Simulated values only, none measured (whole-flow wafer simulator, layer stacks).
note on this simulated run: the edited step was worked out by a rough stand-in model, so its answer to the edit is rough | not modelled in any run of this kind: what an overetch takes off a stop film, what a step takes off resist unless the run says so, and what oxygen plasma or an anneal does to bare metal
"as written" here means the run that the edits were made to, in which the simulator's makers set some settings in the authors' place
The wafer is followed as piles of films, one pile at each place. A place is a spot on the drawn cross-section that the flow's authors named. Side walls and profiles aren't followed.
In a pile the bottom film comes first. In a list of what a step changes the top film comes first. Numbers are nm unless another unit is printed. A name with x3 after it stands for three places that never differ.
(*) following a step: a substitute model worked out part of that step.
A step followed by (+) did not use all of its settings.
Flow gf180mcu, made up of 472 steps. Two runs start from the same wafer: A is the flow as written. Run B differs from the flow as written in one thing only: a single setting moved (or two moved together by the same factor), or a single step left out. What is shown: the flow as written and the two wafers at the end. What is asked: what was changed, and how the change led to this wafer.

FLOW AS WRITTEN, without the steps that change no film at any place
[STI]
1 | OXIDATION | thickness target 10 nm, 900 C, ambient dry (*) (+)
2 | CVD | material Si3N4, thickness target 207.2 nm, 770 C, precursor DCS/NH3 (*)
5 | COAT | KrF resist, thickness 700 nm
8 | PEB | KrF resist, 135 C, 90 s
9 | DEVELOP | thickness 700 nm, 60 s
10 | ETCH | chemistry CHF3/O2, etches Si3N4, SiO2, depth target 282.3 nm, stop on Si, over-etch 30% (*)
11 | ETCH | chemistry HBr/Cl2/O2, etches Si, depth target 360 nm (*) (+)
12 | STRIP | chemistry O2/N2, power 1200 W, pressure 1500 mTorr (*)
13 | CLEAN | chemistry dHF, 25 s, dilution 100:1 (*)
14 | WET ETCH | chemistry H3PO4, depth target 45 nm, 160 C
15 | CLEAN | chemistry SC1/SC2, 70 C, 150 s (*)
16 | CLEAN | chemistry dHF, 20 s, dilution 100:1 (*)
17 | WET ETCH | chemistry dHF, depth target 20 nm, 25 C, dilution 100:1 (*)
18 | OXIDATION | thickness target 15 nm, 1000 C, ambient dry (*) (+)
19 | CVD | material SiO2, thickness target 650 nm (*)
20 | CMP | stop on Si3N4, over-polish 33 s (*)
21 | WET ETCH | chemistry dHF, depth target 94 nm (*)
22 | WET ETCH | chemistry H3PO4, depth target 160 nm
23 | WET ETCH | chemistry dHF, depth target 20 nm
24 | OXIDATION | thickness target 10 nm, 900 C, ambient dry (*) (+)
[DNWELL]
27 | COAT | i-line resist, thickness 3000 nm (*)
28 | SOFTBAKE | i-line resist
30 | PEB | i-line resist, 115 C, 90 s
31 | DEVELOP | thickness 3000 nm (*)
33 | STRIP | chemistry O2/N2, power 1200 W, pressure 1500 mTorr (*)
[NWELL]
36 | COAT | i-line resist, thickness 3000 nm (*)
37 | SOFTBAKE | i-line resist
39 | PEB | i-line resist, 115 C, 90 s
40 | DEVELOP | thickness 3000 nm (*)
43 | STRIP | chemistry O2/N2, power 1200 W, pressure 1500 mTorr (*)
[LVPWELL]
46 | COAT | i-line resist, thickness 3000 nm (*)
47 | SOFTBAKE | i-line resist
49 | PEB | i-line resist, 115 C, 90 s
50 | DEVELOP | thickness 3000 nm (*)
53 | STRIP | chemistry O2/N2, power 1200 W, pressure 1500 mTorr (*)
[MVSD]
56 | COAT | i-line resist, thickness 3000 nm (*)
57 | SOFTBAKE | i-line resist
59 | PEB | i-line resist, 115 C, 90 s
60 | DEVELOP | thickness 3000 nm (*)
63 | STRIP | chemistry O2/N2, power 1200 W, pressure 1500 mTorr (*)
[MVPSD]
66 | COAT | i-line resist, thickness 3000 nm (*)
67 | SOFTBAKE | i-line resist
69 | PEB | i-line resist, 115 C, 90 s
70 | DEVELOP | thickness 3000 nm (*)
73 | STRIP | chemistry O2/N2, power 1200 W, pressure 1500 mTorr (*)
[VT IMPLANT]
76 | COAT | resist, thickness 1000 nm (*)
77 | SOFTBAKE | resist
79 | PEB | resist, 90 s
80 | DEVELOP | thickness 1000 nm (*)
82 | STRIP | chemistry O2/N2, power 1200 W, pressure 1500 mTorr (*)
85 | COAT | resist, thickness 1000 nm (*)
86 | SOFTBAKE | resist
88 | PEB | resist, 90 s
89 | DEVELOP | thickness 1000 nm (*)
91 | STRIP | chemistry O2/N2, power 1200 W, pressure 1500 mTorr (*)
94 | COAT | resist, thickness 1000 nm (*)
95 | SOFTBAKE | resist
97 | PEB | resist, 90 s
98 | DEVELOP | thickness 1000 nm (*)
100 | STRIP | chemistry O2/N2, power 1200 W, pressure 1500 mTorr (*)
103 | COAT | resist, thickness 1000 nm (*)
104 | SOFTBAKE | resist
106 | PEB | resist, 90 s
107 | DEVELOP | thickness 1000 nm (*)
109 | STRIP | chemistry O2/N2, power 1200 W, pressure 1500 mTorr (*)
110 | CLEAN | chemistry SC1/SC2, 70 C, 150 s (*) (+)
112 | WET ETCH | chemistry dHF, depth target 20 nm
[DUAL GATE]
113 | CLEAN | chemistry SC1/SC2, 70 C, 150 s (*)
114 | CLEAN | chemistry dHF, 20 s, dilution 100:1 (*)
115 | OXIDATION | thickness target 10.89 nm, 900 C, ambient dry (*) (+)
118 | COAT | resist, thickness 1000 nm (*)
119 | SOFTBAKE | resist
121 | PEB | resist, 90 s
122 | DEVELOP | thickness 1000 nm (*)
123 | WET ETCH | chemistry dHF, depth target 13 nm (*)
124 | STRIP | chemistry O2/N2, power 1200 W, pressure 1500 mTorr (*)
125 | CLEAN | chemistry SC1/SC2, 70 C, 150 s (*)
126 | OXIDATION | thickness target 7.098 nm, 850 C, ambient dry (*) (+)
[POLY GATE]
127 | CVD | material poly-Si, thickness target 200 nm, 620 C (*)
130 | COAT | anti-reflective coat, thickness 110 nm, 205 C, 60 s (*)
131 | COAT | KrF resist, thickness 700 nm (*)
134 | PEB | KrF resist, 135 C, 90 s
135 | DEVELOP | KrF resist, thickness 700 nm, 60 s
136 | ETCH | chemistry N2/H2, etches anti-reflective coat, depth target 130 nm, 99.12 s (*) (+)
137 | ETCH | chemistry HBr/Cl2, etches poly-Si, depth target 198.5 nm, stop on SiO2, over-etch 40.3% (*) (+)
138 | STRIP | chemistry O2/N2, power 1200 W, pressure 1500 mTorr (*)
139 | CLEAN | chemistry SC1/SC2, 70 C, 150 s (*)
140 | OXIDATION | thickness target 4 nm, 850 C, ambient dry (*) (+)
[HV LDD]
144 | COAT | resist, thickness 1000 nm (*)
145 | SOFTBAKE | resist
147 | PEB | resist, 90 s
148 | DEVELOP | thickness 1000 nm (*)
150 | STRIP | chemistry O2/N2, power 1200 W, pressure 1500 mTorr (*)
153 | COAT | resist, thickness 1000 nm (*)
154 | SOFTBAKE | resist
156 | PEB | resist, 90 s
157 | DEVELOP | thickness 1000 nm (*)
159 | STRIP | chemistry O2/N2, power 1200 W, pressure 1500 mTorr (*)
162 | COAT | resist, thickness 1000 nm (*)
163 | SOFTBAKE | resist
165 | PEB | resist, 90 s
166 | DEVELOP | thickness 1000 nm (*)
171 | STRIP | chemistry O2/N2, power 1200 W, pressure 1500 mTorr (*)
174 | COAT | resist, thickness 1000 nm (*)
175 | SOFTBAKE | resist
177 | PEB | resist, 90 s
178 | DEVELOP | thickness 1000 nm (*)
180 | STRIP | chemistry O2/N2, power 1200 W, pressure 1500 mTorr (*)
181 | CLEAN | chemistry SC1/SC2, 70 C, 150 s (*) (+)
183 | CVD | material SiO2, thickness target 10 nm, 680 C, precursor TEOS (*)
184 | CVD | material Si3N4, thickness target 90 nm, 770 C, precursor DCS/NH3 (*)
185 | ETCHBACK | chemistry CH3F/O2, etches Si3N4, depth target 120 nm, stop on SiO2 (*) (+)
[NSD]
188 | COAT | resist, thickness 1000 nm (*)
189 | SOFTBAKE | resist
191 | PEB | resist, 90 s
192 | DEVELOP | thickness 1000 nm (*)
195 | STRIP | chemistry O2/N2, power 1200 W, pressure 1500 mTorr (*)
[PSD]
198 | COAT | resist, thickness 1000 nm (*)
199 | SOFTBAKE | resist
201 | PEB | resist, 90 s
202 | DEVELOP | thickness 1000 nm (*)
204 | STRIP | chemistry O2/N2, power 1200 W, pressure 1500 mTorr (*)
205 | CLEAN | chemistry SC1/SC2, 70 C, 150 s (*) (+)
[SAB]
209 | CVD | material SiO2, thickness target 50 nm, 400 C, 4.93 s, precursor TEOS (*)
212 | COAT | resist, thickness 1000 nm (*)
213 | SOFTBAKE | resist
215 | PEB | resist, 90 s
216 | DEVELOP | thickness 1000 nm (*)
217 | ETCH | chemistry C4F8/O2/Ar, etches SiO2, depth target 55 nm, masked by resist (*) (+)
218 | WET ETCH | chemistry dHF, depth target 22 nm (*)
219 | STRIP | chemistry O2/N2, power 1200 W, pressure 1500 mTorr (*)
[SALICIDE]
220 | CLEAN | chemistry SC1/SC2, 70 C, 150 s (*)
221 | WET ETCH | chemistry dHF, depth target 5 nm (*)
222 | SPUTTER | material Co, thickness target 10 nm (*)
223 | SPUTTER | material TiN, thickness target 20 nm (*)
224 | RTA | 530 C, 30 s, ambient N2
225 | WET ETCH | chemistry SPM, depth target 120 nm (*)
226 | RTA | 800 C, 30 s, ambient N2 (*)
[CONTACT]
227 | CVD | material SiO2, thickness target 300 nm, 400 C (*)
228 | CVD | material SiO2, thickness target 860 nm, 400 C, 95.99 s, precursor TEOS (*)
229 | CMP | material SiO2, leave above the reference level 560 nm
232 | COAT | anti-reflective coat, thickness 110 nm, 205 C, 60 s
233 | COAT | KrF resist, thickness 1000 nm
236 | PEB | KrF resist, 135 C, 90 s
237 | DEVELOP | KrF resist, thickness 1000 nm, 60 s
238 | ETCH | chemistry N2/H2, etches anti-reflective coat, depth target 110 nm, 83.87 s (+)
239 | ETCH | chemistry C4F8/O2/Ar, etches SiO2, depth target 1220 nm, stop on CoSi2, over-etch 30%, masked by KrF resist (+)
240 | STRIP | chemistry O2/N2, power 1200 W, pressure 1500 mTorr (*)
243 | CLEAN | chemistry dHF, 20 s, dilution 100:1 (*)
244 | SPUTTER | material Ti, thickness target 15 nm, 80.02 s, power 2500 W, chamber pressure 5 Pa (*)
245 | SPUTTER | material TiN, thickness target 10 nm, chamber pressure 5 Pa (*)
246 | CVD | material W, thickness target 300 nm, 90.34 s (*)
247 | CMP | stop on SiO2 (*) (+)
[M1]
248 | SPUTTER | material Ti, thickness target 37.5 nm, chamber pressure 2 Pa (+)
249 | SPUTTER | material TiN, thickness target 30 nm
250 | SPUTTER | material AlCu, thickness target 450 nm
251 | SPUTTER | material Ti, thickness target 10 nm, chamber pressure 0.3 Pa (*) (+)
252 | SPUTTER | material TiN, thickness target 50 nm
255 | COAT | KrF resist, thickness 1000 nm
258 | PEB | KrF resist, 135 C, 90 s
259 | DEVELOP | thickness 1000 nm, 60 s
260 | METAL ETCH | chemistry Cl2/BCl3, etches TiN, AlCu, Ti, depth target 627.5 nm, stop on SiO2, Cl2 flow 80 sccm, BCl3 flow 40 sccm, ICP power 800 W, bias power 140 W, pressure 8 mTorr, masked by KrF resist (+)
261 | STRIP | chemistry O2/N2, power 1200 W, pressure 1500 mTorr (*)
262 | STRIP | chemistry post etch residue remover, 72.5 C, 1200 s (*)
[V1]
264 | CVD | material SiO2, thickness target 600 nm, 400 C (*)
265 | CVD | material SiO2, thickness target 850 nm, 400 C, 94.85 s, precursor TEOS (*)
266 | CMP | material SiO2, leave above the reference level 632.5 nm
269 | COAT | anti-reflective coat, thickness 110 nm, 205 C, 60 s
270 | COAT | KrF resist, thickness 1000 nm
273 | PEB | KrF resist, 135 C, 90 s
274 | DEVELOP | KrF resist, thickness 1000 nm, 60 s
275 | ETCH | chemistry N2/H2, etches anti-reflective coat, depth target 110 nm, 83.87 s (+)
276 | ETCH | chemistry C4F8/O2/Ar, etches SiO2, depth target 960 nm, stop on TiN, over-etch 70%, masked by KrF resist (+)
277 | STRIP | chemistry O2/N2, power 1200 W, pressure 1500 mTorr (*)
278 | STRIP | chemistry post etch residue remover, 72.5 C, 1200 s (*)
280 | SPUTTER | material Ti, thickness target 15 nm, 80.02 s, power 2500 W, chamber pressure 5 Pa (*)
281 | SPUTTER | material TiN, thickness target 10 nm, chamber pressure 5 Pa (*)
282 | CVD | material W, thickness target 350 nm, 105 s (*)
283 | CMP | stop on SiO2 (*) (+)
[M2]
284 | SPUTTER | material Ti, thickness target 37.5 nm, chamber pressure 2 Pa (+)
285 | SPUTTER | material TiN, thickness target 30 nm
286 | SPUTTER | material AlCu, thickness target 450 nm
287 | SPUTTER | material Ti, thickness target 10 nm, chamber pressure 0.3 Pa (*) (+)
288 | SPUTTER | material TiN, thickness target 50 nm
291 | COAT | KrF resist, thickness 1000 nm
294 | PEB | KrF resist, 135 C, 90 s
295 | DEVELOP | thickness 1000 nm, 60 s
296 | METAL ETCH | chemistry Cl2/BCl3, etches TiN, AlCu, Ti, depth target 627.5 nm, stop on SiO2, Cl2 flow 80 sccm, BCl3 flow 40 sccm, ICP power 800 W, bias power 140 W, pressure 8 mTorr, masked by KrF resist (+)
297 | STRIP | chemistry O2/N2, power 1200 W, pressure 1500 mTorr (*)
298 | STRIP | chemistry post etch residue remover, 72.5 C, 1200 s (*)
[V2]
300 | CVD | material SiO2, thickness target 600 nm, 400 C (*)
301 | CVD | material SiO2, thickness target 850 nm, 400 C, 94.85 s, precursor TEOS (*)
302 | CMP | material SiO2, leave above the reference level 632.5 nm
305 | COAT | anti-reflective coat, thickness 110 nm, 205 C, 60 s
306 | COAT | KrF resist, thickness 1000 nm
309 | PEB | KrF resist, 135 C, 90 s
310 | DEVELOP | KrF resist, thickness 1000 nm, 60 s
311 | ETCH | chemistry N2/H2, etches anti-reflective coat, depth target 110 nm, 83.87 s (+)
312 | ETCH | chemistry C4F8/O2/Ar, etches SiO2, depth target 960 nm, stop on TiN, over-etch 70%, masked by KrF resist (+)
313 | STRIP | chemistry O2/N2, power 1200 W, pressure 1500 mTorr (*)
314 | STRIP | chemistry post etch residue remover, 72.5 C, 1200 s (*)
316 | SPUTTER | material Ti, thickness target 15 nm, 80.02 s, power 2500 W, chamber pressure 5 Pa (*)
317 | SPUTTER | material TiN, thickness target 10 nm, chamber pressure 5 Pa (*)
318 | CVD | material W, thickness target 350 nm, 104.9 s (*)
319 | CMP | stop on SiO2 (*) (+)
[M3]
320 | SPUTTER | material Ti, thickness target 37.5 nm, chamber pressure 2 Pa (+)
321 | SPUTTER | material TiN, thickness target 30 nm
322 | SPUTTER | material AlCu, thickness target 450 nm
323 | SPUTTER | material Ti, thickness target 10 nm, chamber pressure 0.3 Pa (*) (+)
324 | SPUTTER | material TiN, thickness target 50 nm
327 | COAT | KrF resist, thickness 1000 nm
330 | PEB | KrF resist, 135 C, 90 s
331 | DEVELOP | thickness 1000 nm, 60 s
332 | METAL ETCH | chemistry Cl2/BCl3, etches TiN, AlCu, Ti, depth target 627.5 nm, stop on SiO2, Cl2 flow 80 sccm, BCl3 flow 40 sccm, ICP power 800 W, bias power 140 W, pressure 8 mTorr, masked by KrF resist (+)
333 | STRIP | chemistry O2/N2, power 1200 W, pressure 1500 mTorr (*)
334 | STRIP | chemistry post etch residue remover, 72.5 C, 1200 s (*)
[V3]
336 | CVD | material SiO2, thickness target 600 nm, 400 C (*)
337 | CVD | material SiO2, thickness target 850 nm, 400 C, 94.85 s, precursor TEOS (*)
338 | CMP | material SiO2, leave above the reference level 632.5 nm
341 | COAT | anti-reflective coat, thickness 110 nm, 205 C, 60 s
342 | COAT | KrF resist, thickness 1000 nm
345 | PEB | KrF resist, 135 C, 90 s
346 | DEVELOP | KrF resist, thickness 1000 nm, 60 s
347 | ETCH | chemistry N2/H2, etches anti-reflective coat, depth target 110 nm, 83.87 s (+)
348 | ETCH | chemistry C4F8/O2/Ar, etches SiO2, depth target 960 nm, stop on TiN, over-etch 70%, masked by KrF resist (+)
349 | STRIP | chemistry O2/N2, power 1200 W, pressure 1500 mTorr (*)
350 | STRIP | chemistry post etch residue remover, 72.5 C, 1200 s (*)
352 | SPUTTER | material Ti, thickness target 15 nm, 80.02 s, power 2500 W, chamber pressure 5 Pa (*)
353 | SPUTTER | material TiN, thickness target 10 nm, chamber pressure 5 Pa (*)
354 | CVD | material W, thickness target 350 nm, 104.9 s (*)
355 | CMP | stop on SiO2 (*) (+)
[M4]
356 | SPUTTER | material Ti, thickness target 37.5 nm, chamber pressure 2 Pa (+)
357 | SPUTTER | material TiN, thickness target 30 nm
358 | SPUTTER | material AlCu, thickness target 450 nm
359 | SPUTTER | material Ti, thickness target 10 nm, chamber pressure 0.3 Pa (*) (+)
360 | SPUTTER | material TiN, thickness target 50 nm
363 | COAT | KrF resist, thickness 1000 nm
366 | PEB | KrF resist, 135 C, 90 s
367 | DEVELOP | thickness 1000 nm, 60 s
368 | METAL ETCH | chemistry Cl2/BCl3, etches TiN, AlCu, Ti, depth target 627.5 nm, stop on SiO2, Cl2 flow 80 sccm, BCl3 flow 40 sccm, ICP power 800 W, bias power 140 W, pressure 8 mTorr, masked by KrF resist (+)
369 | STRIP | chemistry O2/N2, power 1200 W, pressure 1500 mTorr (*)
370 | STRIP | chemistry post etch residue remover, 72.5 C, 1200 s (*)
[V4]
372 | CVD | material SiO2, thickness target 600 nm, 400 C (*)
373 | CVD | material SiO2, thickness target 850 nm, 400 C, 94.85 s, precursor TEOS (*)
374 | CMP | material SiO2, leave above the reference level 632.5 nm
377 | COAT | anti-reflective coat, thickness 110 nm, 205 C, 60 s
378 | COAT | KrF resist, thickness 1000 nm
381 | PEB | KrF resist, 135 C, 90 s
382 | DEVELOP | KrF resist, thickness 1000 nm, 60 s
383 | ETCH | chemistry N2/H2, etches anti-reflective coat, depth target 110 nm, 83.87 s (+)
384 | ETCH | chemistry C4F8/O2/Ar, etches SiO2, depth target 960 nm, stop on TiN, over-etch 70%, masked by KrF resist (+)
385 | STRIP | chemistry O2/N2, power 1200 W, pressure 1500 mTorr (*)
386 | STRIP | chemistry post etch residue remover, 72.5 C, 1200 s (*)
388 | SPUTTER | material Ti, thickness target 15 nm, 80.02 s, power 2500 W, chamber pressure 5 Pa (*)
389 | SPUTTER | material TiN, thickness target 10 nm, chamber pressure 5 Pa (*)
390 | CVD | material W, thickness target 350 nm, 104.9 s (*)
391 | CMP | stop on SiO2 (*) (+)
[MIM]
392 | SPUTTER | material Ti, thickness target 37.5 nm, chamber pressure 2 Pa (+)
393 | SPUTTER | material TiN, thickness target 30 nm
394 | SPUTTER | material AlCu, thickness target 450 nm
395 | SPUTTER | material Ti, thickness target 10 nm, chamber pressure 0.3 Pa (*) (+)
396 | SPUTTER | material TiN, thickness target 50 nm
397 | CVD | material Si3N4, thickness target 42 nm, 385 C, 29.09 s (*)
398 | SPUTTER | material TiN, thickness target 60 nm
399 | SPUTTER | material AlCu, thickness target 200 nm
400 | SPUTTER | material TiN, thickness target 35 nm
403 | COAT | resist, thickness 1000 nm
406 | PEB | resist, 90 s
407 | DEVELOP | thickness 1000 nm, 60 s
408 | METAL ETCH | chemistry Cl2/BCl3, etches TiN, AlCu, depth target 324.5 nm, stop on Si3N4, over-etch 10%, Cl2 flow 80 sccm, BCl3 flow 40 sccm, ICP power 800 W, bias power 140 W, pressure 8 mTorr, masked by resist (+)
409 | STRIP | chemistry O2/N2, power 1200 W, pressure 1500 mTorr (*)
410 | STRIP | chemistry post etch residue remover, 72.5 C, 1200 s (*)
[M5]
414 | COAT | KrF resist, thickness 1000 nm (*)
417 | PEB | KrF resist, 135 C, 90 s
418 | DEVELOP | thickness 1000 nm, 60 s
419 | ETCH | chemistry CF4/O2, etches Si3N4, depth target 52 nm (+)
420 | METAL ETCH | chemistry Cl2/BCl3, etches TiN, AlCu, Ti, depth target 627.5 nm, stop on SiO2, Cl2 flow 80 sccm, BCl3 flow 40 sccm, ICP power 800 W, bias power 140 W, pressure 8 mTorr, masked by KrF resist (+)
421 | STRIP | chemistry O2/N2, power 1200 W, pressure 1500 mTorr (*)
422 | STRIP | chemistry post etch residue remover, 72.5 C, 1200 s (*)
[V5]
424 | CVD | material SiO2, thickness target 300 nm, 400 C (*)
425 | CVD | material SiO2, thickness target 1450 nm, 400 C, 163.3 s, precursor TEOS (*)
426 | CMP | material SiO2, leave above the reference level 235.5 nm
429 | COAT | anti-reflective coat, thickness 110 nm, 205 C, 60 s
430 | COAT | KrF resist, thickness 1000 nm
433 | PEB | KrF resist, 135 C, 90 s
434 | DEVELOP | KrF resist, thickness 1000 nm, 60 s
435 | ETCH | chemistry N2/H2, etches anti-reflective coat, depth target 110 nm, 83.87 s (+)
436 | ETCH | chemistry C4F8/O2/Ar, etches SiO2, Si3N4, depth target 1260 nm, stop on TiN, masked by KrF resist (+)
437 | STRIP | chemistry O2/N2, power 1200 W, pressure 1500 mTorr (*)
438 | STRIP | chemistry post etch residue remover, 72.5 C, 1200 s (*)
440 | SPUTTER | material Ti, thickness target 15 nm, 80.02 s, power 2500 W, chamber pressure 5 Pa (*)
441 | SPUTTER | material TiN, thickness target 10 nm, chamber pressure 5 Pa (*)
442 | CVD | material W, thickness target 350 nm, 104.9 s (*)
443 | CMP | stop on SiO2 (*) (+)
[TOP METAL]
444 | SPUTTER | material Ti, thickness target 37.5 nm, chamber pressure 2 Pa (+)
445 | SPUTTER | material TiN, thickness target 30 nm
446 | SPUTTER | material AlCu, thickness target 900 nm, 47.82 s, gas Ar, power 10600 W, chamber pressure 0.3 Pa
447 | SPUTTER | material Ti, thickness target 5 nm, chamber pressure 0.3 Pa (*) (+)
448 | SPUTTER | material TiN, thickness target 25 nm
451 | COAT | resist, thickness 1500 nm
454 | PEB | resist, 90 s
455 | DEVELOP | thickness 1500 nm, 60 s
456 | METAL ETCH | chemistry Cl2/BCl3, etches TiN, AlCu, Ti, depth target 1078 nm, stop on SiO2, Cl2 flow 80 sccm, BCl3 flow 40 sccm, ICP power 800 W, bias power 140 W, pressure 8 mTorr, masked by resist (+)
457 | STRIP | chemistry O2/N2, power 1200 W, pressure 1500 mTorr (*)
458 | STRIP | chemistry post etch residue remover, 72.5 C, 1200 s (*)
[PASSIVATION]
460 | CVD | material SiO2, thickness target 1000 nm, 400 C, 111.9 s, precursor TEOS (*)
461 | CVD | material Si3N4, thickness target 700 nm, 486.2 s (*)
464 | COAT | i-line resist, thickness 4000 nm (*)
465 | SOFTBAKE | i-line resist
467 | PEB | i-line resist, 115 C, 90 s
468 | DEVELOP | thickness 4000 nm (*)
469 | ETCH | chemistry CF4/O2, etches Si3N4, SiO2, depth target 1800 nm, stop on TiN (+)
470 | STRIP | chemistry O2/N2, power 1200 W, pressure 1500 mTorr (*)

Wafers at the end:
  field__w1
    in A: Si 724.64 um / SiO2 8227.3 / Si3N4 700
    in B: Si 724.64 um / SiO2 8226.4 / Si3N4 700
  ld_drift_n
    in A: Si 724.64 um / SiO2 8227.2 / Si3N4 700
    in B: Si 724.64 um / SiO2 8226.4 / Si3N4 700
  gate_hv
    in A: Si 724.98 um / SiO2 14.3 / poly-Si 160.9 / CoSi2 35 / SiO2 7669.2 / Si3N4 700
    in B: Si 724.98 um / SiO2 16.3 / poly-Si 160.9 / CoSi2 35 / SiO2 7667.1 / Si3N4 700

Cause: step 126, OXIDATION: thickness target 9.44 nm was run, whereas the flow has thickness target 7.098 nm.

Step by step, how the change led to this:
  126 | OXIDATION | thickness target 7.098 nm, 850 C, ambient dry (*) (+)
      gate_hv, active_hv, active_nat and 25 more: A SiO2 gains 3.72, Si loses 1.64 | B SiO2 gains 5.73, Si loses 2.52
      active, n_well, p_well and 12 more: A SiO2 gains 7.1 (new film), chemical SiO2 loses 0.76 (all of it), Si loses 2.79 | B SiO2 gains 9.44 (new film), chemical SiO2 loses 0.76 (all of it), Si loses 3.82
  189 | SOFTBAKE | resist
      nw_enc_fld_lv__w3: A resist gains 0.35 | B resist loses 0.5
  199 | SOFTBAKE | resist
      nw_enc_fld_lv__w3: A resist gains 0.35 | B resist loses 0.5
  218 | WET ETCH | chemistry dHF, depth target 22 nm (*)
      active, p_well, sd_n, iso_ptap_pw, iso_ntap_nw, iso_ptap_sub, vpnp_e: A SiO2 loses 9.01 (all of it) | B SiO2 loses 11.2 (all of it)
      ldn_tap, ldn_src, ldn_drn, ldp_tap, ldp_src, ldp_drn, ldp_gr: A SiO2 loses 16 (all of it) | B SiO2 loses 17.9 (all of it)
      (also at 9 further places)
